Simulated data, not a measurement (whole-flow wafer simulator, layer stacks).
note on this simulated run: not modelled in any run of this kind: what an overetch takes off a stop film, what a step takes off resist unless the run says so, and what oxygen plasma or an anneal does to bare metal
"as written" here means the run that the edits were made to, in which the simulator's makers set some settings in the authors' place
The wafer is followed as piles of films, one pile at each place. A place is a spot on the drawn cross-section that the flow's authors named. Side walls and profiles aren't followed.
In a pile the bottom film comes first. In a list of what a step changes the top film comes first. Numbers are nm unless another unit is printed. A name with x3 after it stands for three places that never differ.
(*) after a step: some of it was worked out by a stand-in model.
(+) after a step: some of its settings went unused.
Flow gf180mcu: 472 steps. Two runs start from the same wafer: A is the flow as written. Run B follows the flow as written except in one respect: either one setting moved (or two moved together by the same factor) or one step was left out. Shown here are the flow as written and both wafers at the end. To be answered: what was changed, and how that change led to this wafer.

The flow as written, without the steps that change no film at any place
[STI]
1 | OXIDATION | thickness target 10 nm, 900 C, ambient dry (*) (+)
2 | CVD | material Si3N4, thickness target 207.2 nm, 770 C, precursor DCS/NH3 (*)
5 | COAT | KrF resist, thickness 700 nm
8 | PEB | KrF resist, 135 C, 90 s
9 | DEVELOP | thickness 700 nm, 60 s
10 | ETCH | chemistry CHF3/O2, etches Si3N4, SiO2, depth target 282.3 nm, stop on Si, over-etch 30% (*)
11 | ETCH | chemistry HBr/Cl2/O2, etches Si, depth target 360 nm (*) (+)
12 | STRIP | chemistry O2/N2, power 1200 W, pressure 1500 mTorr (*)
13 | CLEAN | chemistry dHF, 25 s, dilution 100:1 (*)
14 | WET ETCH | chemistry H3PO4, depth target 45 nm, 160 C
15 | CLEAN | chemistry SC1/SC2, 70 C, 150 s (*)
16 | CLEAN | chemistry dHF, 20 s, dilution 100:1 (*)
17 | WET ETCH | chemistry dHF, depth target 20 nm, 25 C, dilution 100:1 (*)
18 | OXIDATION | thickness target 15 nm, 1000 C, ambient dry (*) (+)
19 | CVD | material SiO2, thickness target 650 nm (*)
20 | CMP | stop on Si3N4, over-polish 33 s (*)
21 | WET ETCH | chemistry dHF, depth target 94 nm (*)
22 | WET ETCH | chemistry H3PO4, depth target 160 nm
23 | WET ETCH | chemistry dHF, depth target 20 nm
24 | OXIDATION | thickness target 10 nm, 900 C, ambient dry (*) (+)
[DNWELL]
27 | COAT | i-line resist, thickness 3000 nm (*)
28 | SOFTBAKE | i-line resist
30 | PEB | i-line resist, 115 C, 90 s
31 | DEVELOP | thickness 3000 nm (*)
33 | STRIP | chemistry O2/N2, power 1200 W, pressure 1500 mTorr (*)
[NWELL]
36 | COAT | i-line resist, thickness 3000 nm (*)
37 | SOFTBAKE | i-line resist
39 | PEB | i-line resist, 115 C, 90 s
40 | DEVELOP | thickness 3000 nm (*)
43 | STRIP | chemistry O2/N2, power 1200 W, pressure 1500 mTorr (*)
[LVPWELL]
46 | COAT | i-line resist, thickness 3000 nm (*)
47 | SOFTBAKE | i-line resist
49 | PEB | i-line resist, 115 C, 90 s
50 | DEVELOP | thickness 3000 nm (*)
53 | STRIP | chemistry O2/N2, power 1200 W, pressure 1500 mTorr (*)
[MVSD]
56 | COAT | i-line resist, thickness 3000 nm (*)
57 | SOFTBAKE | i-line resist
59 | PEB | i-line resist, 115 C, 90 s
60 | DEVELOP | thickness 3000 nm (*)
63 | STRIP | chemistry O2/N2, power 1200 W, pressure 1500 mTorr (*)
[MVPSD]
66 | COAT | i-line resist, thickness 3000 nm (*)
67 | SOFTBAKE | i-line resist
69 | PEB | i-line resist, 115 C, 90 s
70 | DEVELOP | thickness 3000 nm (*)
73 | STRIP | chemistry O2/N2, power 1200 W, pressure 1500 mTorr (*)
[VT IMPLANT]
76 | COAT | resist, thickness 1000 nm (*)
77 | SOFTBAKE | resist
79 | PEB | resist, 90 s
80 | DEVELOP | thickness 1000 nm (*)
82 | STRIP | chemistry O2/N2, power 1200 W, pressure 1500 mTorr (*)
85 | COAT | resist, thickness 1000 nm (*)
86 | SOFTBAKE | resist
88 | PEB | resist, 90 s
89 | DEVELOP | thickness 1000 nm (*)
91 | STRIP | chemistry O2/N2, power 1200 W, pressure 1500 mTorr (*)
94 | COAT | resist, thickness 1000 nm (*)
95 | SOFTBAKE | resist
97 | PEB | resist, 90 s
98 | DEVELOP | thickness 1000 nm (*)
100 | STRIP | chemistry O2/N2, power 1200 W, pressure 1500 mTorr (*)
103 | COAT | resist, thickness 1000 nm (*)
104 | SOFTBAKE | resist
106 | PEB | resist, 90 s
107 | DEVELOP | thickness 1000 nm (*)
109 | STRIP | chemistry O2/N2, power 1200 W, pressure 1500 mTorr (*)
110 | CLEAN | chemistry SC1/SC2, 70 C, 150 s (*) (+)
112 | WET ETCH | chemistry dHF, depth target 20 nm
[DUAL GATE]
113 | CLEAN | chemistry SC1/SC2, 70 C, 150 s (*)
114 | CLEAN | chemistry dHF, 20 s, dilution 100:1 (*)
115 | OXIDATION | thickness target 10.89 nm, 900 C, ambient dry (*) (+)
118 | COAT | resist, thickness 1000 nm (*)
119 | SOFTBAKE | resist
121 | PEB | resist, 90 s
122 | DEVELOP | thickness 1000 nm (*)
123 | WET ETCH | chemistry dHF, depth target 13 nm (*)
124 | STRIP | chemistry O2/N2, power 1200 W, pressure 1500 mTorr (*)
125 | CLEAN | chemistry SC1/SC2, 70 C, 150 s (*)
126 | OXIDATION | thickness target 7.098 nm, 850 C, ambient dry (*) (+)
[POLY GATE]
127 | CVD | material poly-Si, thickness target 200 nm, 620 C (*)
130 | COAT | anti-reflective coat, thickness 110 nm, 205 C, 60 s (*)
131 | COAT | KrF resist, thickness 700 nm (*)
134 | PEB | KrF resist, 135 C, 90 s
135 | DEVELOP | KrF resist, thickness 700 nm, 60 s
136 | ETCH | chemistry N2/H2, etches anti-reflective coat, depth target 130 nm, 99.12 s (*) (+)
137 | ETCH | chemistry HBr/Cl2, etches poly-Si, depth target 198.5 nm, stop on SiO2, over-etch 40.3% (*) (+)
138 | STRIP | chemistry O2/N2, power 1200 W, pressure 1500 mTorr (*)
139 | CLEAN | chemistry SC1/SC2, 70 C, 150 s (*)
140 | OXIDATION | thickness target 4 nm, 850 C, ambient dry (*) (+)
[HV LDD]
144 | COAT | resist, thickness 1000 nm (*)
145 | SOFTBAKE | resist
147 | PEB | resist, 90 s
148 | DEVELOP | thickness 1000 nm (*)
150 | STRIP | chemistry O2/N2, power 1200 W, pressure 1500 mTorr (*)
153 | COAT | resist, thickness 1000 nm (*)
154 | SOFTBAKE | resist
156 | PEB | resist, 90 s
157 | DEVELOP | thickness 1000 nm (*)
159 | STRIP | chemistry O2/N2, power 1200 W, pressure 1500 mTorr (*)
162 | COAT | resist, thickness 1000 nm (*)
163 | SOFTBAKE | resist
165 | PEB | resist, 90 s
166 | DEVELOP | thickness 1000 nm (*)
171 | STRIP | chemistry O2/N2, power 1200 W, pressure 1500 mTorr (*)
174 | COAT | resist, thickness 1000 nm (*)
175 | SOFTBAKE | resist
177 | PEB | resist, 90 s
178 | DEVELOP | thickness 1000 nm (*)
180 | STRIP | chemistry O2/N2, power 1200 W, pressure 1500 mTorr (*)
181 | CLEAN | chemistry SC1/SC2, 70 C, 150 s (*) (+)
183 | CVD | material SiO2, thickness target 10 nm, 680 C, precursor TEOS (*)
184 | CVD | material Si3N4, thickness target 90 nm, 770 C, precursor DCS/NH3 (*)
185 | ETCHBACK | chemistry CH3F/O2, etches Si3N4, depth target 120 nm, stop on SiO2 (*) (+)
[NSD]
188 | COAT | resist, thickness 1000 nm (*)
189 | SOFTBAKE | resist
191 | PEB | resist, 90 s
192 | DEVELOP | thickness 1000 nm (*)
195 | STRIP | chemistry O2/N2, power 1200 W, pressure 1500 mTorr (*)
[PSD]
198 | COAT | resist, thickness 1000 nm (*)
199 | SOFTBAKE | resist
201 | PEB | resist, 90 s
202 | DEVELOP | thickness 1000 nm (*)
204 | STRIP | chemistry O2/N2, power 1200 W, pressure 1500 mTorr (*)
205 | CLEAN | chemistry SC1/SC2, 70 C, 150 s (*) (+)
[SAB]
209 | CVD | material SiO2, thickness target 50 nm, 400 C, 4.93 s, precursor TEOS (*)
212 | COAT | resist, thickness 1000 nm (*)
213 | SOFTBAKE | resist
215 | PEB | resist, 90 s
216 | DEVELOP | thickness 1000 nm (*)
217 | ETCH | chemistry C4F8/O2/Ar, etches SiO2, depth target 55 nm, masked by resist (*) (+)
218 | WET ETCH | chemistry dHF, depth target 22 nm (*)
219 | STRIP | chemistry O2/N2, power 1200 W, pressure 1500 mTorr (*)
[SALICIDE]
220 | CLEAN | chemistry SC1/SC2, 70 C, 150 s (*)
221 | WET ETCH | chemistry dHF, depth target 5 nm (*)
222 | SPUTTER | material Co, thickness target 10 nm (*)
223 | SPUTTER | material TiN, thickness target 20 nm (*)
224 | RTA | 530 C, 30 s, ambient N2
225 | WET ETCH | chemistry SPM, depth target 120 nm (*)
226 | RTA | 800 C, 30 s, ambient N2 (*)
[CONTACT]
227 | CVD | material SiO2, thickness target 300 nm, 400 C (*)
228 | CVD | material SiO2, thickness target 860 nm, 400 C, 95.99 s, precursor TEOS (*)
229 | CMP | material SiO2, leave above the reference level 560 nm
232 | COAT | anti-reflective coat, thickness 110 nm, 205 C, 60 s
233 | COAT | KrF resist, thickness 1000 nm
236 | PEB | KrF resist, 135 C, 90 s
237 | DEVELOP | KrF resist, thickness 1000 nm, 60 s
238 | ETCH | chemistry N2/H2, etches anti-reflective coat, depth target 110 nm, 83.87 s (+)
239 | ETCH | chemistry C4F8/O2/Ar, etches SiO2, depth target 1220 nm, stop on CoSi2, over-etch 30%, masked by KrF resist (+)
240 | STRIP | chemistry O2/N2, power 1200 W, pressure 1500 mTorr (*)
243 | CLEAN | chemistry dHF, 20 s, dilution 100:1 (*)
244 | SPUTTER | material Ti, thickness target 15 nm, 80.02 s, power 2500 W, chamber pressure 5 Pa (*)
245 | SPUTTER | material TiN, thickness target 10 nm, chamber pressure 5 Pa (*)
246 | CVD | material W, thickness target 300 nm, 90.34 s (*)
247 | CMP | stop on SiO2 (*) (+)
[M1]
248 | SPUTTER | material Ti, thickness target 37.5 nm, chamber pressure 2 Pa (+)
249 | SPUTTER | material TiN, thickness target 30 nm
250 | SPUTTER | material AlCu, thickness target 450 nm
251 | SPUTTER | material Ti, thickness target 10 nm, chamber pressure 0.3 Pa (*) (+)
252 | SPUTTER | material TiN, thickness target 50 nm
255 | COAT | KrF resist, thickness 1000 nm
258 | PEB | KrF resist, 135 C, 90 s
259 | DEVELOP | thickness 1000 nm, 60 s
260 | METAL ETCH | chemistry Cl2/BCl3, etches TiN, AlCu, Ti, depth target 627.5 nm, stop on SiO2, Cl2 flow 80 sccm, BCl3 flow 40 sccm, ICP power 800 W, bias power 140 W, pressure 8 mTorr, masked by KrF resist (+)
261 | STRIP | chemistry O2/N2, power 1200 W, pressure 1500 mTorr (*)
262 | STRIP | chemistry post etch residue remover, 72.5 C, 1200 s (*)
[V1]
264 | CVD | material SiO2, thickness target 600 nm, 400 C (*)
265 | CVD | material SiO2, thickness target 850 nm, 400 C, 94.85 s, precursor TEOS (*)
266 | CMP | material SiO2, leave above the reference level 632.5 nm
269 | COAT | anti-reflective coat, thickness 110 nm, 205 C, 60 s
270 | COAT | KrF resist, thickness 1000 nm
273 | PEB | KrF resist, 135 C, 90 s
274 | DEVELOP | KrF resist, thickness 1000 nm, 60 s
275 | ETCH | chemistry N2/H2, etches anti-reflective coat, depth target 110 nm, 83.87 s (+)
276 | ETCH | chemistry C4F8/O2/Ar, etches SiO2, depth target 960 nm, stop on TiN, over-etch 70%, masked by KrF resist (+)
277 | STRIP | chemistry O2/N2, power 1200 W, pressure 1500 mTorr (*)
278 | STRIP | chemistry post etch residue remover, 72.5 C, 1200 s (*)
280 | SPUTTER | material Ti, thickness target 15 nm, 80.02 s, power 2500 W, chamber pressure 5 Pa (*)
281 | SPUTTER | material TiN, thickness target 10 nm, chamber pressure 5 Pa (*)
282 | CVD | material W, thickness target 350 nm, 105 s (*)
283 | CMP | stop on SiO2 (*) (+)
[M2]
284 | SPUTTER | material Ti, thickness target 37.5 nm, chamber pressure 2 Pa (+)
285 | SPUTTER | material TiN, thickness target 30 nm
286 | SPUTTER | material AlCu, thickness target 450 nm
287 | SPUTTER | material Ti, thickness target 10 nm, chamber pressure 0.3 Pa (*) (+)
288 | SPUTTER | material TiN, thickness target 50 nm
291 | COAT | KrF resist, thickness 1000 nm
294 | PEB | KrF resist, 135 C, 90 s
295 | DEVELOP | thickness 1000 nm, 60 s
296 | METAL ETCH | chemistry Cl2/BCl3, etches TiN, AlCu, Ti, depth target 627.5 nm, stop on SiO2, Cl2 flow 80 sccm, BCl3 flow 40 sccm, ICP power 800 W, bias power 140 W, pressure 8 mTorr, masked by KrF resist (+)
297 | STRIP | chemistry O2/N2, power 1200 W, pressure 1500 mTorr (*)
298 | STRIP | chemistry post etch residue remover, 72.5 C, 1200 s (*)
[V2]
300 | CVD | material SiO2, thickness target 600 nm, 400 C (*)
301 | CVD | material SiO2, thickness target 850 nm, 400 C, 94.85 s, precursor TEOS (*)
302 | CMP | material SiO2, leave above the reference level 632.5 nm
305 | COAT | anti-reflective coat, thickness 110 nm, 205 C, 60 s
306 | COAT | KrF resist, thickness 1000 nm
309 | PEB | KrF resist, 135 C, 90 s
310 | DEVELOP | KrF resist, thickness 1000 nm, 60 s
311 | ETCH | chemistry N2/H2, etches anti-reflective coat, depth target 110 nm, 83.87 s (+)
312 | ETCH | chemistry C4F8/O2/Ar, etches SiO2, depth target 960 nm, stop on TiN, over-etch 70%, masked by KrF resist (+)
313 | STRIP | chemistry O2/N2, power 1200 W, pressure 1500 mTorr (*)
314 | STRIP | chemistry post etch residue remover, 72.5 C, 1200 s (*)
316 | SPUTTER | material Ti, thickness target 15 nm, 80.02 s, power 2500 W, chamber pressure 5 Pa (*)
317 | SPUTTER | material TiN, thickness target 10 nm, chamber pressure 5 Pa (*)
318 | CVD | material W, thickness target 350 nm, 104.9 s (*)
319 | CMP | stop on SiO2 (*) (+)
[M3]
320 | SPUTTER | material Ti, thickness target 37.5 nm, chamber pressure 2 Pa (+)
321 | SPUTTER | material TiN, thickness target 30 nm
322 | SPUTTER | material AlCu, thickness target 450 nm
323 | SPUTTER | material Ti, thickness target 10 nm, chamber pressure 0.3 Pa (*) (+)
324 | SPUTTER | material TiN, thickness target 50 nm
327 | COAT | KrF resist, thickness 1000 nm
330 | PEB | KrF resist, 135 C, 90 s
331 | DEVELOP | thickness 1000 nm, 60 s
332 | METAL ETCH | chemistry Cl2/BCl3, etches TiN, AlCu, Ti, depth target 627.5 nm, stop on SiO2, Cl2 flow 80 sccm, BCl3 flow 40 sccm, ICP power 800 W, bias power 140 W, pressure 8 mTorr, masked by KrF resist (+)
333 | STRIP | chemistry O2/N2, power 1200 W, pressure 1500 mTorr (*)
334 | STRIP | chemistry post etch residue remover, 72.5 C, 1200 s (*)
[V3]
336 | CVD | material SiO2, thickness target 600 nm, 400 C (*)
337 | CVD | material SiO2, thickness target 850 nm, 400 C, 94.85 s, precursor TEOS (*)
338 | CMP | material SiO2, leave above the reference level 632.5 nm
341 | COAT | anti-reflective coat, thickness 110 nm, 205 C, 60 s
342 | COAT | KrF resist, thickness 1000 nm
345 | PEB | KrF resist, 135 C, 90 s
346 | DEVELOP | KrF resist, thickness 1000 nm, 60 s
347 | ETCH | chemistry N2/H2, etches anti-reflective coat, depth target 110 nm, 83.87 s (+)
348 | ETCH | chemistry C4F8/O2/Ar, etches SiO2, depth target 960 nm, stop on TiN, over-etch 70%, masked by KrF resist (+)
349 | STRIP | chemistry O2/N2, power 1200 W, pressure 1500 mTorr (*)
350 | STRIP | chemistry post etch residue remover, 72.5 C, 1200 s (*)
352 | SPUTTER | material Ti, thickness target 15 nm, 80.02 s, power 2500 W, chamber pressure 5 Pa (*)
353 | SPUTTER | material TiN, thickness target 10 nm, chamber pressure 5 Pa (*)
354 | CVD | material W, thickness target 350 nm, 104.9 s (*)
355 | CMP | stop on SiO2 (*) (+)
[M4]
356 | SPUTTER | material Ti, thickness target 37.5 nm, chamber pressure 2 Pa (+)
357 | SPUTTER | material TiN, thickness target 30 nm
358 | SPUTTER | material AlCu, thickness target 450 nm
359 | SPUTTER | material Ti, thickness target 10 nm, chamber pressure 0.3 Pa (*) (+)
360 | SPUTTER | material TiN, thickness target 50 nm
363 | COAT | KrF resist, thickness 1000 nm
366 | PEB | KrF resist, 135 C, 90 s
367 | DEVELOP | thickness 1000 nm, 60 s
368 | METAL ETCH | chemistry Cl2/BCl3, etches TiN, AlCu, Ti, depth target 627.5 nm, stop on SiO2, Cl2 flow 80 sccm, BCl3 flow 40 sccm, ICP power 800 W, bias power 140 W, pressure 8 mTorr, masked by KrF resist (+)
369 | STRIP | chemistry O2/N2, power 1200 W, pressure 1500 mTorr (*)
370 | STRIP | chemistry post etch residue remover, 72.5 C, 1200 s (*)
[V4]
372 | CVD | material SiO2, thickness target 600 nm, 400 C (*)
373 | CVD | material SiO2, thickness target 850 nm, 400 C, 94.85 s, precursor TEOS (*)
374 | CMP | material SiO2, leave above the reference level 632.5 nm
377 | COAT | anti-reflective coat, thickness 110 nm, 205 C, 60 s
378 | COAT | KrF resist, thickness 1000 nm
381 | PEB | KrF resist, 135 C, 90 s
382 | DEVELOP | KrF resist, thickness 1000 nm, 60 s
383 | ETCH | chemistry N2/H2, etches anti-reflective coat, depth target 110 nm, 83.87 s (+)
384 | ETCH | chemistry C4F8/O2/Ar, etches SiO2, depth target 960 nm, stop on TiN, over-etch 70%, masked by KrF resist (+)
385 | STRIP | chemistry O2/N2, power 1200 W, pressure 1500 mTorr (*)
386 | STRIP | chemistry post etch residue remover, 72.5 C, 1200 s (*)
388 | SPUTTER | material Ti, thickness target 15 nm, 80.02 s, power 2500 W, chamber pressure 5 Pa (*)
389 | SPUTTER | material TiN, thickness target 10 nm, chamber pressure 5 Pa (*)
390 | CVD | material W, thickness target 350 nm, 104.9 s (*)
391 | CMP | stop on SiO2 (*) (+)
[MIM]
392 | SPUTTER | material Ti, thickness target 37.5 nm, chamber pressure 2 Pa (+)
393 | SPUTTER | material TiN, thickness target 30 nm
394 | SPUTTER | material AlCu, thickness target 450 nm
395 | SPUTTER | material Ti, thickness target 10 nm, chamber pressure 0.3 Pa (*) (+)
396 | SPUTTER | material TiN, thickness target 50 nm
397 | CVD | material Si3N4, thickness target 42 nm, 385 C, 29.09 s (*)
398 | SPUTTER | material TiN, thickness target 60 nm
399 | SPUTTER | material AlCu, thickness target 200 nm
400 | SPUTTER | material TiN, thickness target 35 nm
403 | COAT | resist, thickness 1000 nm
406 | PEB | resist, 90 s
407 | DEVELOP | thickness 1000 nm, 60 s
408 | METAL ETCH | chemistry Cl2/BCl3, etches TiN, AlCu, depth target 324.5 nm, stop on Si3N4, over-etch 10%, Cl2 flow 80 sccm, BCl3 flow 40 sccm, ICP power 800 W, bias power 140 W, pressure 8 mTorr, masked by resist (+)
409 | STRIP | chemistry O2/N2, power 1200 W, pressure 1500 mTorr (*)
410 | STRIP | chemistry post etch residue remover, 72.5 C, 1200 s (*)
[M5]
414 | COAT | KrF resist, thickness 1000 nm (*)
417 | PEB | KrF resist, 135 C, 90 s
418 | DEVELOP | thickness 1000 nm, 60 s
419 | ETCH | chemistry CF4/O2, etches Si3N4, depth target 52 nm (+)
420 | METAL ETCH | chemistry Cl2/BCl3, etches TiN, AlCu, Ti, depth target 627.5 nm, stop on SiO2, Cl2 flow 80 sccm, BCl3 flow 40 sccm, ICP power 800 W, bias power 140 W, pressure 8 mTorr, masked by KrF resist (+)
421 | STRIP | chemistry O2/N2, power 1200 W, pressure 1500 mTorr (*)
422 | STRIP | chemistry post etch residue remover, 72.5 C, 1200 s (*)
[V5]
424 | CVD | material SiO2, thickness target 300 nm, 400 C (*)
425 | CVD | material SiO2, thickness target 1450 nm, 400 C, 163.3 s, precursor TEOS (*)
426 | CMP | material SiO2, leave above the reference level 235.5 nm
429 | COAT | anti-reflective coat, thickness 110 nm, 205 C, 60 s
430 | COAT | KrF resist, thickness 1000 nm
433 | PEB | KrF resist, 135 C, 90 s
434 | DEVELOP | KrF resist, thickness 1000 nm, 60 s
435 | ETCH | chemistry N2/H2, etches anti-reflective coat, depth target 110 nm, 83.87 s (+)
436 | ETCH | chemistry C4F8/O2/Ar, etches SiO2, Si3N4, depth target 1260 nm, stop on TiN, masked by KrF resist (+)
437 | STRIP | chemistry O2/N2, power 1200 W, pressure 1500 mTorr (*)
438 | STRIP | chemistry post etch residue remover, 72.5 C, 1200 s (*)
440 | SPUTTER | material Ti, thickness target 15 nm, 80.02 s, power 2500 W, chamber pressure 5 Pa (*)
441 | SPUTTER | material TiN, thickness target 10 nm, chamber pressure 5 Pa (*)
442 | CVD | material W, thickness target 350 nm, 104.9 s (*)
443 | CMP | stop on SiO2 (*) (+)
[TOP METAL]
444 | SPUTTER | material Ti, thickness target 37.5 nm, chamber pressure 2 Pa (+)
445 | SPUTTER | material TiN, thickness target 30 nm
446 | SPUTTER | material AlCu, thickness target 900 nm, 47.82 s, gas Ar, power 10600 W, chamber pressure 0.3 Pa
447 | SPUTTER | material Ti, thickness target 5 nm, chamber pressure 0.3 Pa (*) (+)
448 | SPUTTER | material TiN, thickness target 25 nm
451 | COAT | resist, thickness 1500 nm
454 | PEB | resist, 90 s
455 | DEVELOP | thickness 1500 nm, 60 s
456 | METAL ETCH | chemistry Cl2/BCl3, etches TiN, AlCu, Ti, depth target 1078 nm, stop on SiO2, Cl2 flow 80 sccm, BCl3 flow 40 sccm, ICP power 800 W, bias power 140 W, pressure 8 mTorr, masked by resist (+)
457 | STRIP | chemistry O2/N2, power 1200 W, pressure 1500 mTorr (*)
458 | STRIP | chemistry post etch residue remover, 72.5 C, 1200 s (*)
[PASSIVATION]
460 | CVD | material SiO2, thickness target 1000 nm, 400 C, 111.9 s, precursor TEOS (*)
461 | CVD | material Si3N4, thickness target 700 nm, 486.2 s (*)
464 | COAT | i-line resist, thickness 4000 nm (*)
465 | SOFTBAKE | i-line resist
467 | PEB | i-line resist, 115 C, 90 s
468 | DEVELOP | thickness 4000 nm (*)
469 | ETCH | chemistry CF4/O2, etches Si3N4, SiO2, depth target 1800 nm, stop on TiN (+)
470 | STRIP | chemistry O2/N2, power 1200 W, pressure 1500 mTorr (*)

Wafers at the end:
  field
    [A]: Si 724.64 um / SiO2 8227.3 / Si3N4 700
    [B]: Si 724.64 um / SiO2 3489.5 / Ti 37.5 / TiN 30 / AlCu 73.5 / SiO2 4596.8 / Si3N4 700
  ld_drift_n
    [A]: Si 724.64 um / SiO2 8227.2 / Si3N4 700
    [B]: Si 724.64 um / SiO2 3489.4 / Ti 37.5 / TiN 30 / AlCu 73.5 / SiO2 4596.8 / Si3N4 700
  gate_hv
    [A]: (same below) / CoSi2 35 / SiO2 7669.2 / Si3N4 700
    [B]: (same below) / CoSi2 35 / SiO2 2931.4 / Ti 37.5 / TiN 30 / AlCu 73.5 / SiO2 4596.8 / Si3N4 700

Cause: step 332, METAL ETCH: depth target 430.8 nm was run, whereas the flow has depth target 627.5 nm.

How this came from the change, step by step:
  332 | METAL ETCH | chemistry Cl2/BCl3, etches TiN, AlCu, Ti, depth target 627.5 nm, stop on SiO2, Cl2 flow 80 sccm, BCl3 flow 40 sccm, ICP power 800 W, bias power 140 W, pressure 8 mTorr, masked by KrF resist (+)
      field, field__w1, field__w2 and 103 more: A -50 TiN (all of it), -10 Ti (all of it), -450 AlCu (all of it), -30 TiN (all of it), -37.5 Ti (all of it) | B -50 TiN (all of it), -10 Ti (all of it), -370.8 AlCu
      field__w8, contact, m1, m1__w1, m1_nw: A -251 KrF resist | B -172.3 KrF resist
  333 | STRIP | chemistry O2/N2, power 1200 W, pressure 1500 mTorr (*)
      field__w8, contact, m1, m1__w1, m1_nw: A -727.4 KrF resist (all of it) | B -806.1 KrF resist (all of it)
  334 | STRIP | chemistry post etch residue remover, 72.5 C, 1200 s (*)
      field, field__w1, field__w2 and 103 more: A nothing | B -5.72 AlCu
  336 | CVD | material SiO2, thickness target 600 nm, 400 C (*)
      field, field__w1, field__w2 and 103 more: A +600 SiO2 | B +600 SiO2 (new film)
  338 | CMP | material SiO2, leave above the reference level 632.5 nm
      field, field__w1, field__w2 and 103 more: A -300 SiO2 | B -441 SiO2
If metal films that touch count as one body, field has 1 body; the flow as written gives 0 bodies.
If metal films that touch count as one body, ld_drift_n has 1 body; the flow as written gives 0 bodies.
If metal films that touch count as one body, gate_hv has 2 bodies (between them, from the top down: SiO2 2931.4); the flow as written gives 1 body.
